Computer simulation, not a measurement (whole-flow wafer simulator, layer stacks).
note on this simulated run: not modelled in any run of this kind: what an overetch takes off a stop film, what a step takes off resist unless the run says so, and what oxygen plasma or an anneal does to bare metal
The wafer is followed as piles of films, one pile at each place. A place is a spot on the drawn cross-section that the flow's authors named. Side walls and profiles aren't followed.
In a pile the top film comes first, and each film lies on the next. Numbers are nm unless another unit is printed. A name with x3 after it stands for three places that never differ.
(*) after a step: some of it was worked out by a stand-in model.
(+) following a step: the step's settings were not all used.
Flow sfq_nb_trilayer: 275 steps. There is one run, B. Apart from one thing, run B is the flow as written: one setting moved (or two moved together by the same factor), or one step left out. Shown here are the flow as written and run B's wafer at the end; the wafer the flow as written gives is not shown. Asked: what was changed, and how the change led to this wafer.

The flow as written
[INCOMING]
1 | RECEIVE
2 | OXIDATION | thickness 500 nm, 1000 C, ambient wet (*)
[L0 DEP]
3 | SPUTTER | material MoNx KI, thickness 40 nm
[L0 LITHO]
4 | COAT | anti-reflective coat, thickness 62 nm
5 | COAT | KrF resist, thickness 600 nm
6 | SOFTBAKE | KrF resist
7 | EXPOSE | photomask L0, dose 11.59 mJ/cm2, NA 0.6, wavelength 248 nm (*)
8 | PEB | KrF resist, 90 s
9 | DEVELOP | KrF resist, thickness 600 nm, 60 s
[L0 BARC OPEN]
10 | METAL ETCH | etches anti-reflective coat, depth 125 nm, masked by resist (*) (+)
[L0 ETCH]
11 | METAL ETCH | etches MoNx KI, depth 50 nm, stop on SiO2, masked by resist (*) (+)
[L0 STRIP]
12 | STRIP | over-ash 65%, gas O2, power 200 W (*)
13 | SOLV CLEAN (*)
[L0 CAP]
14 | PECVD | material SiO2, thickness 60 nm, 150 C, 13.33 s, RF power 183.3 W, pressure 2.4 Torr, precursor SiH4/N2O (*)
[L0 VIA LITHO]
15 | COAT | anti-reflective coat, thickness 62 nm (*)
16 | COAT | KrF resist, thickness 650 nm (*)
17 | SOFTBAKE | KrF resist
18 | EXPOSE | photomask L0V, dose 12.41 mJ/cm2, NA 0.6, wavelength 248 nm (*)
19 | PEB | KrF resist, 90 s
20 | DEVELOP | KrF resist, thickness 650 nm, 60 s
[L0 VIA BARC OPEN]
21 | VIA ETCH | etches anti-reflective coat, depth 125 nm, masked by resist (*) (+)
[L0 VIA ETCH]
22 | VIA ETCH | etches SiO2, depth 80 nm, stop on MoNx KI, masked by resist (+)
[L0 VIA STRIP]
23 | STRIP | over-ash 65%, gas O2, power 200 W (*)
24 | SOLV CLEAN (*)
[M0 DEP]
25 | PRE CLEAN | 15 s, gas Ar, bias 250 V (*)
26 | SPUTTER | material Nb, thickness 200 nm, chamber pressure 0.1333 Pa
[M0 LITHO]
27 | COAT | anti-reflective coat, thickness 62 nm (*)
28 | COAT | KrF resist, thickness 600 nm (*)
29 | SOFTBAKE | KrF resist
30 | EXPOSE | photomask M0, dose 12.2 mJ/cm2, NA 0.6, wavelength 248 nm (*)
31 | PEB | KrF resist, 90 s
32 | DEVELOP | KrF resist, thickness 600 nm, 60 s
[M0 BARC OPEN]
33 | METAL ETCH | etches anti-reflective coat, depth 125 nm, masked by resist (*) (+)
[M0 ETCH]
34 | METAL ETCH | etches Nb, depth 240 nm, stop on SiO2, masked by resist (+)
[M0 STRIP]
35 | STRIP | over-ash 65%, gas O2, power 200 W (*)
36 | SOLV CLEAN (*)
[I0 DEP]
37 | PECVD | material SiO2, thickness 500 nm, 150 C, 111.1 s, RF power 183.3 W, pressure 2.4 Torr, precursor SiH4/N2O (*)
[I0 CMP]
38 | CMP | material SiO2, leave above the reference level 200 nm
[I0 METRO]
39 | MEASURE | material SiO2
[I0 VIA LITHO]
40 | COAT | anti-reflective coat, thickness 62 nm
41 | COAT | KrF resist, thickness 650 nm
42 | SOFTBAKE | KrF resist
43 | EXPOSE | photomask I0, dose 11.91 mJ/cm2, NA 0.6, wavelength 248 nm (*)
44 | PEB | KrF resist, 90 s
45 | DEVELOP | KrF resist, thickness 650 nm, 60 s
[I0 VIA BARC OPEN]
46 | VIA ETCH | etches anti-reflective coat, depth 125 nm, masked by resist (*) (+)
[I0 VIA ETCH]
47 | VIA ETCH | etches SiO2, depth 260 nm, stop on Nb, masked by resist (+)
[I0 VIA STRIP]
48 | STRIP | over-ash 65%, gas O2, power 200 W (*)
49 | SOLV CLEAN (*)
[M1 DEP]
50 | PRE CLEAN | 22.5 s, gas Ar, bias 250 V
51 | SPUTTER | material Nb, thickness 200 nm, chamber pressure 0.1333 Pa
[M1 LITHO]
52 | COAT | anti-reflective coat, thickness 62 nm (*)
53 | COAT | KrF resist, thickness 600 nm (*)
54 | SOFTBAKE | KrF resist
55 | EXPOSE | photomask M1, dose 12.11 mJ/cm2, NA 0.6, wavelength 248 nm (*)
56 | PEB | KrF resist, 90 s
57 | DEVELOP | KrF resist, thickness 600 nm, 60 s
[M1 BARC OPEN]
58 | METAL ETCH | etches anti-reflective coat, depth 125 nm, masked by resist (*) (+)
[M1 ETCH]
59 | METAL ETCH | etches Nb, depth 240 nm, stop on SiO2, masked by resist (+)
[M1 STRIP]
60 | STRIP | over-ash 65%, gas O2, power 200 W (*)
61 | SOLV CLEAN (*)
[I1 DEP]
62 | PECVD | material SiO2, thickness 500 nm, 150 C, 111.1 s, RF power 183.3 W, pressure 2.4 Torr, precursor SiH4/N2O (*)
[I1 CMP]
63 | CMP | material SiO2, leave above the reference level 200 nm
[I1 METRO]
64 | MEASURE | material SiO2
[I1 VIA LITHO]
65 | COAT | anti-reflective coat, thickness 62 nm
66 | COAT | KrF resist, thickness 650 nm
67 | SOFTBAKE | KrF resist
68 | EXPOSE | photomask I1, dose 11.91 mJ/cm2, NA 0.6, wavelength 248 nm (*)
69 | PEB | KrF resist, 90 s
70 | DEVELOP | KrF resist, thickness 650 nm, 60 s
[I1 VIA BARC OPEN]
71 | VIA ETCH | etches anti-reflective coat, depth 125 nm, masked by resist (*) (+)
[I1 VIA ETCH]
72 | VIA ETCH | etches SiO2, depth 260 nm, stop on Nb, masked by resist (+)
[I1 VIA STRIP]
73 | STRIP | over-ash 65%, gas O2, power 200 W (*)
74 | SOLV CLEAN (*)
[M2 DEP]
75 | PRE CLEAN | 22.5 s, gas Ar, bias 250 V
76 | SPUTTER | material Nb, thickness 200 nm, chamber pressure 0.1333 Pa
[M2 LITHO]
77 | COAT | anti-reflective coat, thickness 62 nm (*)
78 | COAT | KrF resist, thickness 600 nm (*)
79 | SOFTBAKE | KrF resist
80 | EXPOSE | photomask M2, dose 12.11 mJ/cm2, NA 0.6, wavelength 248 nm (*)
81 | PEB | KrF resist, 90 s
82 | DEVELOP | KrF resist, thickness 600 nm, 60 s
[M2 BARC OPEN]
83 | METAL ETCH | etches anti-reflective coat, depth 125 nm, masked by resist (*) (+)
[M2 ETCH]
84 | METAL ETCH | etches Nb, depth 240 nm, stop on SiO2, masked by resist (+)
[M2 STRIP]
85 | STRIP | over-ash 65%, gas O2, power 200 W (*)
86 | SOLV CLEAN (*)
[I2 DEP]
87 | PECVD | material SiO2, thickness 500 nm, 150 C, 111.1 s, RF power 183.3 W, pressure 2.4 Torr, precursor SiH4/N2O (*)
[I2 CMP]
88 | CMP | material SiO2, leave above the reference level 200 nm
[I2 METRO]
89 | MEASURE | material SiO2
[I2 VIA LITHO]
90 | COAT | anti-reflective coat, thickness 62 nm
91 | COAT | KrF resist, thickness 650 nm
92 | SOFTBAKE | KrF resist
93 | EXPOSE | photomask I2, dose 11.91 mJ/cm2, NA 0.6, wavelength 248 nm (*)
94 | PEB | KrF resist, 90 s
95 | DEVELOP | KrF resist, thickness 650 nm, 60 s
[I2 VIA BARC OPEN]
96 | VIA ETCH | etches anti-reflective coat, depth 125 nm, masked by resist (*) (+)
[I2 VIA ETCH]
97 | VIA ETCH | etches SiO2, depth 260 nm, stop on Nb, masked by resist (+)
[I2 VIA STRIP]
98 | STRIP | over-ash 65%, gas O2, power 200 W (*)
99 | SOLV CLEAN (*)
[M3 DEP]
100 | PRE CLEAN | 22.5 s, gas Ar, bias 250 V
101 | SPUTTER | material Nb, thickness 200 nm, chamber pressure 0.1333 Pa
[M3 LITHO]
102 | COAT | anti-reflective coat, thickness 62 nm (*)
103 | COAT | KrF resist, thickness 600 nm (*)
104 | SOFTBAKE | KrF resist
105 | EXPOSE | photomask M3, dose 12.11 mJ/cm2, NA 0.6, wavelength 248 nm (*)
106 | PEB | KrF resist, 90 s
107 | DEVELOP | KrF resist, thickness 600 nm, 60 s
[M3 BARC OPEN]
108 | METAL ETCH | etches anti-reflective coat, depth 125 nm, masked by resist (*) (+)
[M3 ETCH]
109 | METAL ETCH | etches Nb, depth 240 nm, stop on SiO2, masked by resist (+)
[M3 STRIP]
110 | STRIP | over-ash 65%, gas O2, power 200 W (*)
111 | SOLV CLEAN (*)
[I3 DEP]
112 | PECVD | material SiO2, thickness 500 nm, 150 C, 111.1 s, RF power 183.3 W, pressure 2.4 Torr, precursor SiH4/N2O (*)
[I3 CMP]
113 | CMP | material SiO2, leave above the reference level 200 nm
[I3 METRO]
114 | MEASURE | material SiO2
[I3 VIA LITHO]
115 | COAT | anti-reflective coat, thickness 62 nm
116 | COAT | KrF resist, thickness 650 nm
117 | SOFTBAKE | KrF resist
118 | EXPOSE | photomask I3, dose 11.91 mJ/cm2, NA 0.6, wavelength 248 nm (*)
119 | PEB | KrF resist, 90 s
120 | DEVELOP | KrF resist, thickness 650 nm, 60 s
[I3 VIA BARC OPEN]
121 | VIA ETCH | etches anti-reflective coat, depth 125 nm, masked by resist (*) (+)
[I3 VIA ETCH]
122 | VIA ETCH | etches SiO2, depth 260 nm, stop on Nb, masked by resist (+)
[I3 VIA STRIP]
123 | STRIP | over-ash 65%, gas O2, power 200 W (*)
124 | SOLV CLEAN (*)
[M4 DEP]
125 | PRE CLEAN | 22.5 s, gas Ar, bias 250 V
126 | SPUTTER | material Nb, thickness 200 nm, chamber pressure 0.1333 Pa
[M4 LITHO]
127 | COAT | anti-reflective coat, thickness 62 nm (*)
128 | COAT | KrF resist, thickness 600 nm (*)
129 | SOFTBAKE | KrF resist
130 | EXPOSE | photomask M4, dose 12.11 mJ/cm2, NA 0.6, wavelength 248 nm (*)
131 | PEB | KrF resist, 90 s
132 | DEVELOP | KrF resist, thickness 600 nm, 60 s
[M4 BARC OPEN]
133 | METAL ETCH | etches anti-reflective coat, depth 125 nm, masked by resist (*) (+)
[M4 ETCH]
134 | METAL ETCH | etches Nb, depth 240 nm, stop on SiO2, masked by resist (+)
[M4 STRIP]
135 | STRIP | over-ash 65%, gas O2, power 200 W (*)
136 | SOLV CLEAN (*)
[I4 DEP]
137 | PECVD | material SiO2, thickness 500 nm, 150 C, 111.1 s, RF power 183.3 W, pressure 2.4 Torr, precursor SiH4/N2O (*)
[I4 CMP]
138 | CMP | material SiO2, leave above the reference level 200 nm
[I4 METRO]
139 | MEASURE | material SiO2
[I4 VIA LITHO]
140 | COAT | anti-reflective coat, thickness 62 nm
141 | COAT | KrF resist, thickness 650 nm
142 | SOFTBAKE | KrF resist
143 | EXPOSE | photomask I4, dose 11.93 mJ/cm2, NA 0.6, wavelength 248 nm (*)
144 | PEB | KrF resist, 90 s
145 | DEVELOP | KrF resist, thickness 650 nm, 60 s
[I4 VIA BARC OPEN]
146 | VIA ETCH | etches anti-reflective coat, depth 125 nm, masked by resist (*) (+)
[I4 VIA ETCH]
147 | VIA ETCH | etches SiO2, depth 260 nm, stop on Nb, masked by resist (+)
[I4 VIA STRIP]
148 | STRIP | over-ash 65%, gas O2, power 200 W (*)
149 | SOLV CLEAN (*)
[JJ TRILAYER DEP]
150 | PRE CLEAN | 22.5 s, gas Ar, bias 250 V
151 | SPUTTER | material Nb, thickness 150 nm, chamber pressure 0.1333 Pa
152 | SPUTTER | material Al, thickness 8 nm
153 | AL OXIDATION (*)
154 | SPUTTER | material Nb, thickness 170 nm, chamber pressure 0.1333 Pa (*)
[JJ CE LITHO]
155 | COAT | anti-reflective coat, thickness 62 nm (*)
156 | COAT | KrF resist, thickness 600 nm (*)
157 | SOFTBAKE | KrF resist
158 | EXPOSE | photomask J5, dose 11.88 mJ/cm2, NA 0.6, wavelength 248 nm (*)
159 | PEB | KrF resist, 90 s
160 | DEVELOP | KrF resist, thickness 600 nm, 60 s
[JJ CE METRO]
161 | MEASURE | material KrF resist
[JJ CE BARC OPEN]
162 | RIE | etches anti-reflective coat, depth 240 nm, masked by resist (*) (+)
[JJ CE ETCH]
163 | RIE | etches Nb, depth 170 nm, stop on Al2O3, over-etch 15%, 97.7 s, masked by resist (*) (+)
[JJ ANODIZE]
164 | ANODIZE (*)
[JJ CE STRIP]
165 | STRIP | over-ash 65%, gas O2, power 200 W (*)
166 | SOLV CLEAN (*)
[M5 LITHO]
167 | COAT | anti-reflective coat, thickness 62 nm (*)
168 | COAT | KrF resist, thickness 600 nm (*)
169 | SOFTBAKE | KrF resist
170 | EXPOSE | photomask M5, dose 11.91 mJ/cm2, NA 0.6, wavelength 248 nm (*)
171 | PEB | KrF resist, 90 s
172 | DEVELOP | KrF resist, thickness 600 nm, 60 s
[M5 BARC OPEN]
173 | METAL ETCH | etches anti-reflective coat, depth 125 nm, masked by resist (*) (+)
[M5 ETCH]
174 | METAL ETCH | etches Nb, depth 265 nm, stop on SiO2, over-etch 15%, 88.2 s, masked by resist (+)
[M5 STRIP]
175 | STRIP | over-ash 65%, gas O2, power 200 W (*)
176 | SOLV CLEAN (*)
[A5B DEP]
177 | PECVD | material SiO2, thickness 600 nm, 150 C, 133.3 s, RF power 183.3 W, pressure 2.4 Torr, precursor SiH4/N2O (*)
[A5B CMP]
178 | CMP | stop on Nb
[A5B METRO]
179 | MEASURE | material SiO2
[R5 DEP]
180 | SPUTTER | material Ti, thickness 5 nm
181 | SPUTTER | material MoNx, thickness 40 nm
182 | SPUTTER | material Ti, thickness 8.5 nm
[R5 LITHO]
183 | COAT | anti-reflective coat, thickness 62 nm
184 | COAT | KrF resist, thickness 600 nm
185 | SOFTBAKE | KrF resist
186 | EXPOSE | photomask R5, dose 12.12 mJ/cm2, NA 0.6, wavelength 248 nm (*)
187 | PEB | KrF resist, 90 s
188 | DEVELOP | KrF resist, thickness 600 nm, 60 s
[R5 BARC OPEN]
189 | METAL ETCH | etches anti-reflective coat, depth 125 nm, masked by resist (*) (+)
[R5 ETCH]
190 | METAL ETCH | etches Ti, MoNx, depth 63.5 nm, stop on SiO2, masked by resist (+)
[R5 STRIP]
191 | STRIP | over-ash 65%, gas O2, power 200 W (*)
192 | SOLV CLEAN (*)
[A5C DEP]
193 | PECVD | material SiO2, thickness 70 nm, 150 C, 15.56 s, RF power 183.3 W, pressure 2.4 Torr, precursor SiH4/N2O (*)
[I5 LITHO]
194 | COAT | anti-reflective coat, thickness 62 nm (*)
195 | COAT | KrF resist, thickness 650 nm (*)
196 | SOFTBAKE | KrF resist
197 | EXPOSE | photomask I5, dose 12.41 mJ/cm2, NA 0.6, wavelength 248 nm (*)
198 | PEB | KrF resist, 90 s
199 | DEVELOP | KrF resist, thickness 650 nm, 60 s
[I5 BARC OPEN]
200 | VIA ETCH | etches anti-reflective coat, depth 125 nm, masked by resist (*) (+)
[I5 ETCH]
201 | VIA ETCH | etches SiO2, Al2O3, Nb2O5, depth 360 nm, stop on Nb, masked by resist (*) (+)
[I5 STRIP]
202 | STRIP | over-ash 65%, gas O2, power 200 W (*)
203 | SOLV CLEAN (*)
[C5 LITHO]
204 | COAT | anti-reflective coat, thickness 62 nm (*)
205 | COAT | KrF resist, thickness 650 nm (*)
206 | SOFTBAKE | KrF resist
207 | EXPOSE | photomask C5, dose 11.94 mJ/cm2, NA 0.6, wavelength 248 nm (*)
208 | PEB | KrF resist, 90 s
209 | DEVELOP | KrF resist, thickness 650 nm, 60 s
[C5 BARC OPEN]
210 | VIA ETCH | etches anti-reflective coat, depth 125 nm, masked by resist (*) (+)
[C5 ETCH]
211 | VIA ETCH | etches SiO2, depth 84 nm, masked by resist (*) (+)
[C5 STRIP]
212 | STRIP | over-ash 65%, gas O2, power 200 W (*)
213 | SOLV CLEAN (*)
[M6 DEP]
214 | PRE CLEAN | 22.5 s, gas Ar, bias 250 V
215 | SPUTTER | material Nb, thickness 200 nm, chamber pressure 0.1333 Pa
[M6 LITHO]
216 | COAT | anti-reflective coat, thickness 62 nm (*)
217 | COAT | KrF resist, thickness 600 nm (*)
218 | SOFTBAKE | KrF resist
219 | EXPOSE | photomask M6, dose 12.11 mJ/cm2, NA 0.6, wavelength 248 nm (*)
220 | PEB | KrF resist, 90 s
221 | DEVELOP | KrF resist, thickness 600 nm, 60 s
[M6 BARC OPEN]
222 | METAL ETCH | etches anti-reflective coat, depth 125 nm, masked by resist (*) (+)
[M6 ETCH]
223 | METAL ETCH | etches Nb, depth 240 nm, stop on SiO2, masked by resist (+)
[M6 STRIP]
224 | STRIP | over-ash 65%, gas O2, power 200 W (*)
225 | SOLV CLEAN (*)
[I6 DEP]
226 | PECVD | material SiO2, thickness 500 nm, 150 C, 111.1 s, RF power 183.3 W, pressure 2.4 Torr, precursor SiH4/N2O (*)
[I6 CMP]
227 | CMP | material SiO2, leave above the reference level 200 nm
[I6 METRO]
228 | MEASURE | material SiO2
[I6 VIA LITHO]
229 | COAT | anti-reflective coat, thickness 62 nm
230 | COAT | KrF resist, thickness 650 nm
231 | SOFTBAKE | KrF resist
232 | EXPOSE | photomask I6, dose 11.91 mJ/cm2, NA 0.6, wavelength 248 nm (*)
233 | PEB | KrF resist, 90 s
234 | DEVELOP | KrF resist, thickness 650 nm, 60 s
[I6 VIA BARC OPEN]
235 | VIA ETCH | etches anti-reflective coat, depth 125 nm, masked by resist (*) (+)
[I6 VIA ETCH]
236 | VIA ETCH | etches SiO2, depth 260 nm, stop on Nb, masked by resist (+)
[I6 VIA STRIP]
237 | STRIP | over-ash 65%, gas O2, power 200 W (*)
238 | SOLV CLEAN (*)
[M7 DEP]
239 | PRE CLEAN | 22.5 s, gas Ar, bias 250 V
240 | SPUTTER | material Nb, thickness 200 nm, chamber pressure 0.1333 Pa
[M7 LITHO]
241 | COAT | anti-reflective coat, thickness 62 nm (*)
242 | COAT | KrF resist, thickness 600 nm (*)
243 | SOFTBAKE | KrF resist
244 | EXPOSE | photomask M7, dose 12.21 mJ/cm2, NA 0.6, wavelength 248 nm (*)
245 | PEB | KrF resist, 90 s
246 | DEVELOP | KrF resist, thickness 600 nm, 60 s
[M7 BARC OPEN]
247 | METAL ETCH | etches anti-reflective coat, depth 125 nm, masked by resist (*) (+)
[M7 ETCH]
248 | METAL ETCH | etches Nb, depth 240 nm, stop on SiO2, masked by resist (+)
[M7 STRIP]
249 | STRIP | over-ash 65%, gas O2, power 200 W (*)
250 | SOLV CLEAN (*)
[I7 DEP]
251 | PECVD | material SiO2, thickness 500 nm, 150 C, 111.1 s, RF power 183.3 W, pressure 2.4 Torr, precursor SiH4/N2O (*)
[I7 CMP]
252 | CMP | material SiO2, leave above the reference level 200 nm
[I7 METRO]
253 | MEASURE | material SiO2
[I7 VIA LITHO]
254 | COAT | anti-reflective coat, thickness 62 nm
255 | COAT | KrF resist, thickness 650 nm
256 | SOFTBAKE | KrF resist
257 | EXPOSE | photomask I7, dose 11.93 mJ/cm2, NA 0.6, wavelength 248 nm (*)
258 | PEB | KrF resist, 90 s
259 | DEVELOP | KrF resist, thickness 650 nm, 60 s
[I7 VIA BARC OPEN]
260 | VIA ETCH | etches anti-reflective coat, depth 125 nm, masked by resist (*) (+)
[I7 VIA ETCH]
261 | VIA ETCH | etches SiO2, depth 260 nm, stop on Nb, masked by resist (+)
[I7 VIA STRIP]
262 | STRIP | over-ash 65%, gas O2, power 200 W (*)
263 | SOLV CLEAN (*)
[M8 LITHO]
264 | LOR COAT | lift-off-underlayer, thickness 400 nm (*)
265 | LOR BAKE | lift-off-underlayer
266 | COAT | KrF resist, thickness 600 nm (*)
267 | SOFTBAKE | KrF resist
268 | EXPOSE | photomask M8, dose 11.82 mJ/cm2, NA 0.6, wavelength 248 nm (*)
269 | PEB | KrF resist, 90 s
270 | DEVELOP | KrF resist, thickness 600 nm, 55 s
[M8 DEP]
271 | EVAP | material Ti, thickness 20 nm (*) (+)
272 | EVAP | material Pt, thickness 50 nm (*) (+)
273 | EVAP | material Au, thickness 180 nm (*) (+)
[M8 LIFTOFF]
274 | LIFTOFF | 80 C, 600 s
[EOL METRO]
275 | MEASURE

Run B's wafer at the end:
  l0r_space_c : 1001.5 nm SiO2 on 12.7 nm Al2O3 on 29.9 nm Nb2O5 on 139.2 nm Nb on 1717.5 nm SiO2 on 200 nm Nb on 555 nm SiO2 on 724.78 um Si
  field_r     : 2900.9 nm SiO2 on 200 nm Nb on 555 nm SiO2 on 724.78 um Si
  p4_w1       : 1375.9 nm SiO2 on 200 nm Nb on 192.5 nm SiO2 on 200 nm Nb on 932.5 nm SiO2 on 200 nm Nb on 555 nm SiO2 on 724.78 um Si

Cause: step 51, SPUTTER: thickness 155 nm was run, while the flow as written has thickness 200 nm.

Step by step, how the change led to this:
  51 | SPUTTER | material Nb, thickness 200 nm, chamber pressure 0.1333 Pa
      field_l, v_sur, via_wl and 102 more: Nb gains 155 (new film) (as written it would have been: Nb gains 200 (new film))
      via_w: Nb gains 135.8 (as written it would have been: Nb gains 174.5)
  52 | COAT | anti-reflective coat, thickness 62 nm (*)
      via_wr: anti-reflective coat gains 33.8 (new film) (as written it would have been: anti-reflective coat gains 34.9 (new film))
  59 | METAL ETCH | etches Nb, depth 240 nm, stop on SiO2, masked by resist (+)
      field_l, be, be_sur and 79 more: Nb loses 155 (all of it) (as written it would have been: Nb loses 200 (all of it))
      v_sur, via_wl, via_w and 21 more: KrF resist loses 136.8 (as written it would have been: KrF resist loses 141.2)
  60 | STRIP | over-ash 65%, gas O2, power 200 W (*)
      via_wr: KrF resist loses 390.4 (all of it), anti-reflective coat loses 33.8 (all of it) (as written it would have been: KrF resist loses 384.4 (all of it), anti-reflective coat loses 34.9 (all of it))
  62 | PECVD | material SiO2, thickness 500 nm, 150 C, 111.1 s, RF power 183.3 W, pressure 2.4 Torr, precursor SiH4/N2O (*)
      wl_d_sl, wl_d_sr: SiO2 gains 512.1 (as written it would have been: SiO2 gains 557.1)
  63 | CMP | material SiO2, leave above the reference level 200 nm
      field_l, be, be_sur and 72 more: SiO2 loses 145 (as written it would have been: SiO2 loses 100)
      lsp_m, ln_m6, lsp_r, l0_sur, l0v: SiO2 loses 145 (as written it would have been: SiO2 loses 94.9)
      (and at 1 other place as well)
